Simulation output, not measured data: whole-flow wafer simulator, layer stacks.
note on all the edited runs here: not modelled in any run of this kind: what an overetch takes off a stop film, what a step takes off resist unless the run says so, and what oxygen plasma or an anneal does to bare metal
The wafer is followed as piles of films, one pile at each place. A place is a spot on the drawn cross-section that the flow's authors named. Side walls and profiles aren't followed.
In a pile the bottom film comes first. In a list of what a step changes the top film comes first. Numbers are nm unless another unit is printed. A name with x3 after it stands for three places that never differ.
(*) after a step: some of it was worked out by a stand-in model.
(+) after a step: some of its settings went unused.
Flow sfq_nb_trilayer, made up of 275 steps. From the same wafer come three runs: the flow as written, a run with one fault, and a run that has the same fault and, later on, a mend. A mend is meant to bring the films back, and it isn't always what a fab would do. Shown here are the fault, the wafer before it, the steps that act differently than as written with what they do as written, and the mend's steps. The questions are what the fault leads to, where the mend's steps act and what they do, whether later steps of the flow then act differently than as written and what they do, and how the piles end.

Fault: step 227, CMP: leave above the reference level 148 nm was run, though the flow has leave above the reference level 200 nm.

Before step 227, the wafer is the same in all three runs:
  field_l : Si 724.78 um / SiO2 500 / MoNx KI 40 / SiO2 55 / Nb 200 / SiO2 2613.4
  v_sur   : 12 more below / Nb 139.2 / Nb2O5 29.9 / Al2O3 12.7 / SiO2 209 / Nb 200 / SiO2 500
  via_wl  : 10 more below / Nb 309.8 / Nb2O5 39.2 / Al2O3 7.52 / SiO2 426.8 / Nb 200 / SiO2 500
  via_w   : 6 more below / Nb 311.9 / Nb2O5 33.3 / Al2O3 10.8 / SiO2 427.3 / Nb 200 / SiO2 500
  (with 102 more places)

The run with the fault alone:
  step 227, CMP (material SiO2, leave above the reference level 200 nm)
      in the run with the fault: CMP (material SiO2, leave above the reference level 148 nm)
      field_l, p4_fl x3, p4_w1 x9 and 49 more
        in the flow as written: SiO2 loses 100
        in the run with the fault: SiO2 loses 152
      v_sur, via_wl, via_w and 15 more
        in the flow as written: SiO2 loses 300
        in the run with the fault: SiO2 loses 352
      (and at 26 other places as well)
  Steps further on in the flow that do not act as written (4 other steps are not shown; they differ only slightly, by no more than 2% or 0.5 nm, whichever is larger):
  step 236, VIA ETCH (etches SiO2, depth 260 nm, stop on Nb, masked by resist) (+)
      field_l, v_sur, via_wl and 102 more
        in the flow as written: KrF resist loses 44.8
        in the run with the fault: KrF resist loses 38.2
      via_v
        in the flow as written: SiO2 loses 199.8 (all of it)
        in the run with the fault: SiO2 loses 147.8 (all of it)
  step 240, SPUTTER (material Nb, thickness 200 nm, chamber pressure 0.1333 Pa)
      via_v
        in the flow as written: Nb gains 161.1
        in the run with the fault: Nb gains 173.7
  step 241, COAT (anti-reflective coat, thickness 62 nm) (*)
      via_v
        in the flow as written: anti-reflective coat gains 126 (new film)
        in the run with the fault: anti-reflective coat gains 113.1 (new film)
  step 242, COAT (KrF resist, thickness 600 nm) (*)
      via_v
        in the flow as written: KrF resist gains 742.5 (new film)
        in the run with the fault: KrF resist gains 699.3 (new film)
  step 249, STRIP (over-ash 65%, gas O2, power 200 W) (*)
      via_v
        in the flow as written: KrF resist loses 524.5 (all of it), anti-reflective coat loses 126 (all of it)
        in the run with the fault: KrF resist loses 481.4 (all of it), anti-reflective coat loses 113.1 (all of it)
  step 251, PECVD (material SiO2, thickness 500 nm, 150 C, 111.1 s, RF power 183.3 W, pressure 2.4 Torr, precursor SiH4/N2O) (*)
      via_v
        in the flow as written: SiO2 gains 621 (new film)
        in the run with the fault: SiO2 gains 530.3 (new film)
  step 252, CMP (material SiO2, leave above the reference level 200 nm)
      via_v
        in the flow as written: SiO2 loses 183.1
        in the run with the fault: SiO2 loses 157.1
  By the end, the piles at v_sur, via_wl, via_w and 86 more depart from the flow's by more than 2% or 0.5 nm, whichever is larger.
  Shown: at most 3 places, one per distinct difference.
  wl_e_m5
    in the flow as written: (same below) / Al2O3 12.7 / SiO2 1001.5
    in the run with the fault: (same below) / Al2O3 12.7 / SiO2 949.5
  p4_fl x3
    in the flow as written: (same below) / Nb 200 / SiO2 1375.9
    in the run with the fault: (same below) / Nb 200 / SiO2 1323.9
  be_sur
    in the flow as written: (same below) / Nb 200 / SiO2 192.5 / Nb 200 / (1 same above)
    in the run with the fault: (same below) / Nb 200 / SiO2 140.5 / Nb 200 / (1 same above)

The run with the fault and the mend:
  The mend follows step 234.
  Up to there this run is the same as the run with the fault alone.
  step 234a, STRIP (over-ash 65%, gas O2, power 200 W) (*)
      field_l, v_sur, via_wl and 102 more
        KrF resist loses 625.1 (all of it), anti-reflective coat loses 62 (all of it)
      via_v
        anti-reflective coat loses 62 (all of it)
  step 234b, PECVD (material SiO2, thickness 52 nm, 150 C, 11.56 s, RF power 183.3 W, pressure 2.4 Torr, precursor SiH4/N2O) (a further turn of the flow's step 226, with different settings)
      field_l, v_sur, via_wl and 103 more
        SiO2 gains 52
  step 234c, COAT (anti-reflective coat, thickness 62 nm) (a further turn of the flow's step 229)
      field_l, v_sur, via_wl and 103 more
        anti-reflective coat gains 62 (new film)
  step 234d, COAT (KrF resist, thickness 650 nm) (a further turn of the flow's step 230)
      field_l, v_sur, via_wl and 103 more
        KrF resist gains 650 (new film)
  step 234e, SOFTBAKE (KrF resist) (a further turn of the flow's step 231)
      leaves every film unchanged at each place that is followed
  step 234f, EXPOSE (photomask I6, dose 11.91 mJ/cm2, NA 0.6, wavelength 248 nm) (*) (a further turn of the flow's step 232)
      leaves every film unchanged at each place that is followed
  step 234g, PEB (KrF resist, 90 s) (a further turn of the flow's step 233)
      field_l, v_sur, via_wl and 103 more
        KrF resist loses 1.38
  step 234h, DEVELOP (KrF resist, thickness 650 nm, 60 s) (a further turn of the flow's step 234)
      field_l, v_sur, via_wl and 102 more
        KrF resist loses 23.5
      via_v
        KrF resist loses 648.6 (all of it)
  Every later step of the flow that is run acts as written, at every place that is followed, to within 2% or 0.5 nm, whichever is larger.
  The piles end the same as the flow's at every place that both follow.
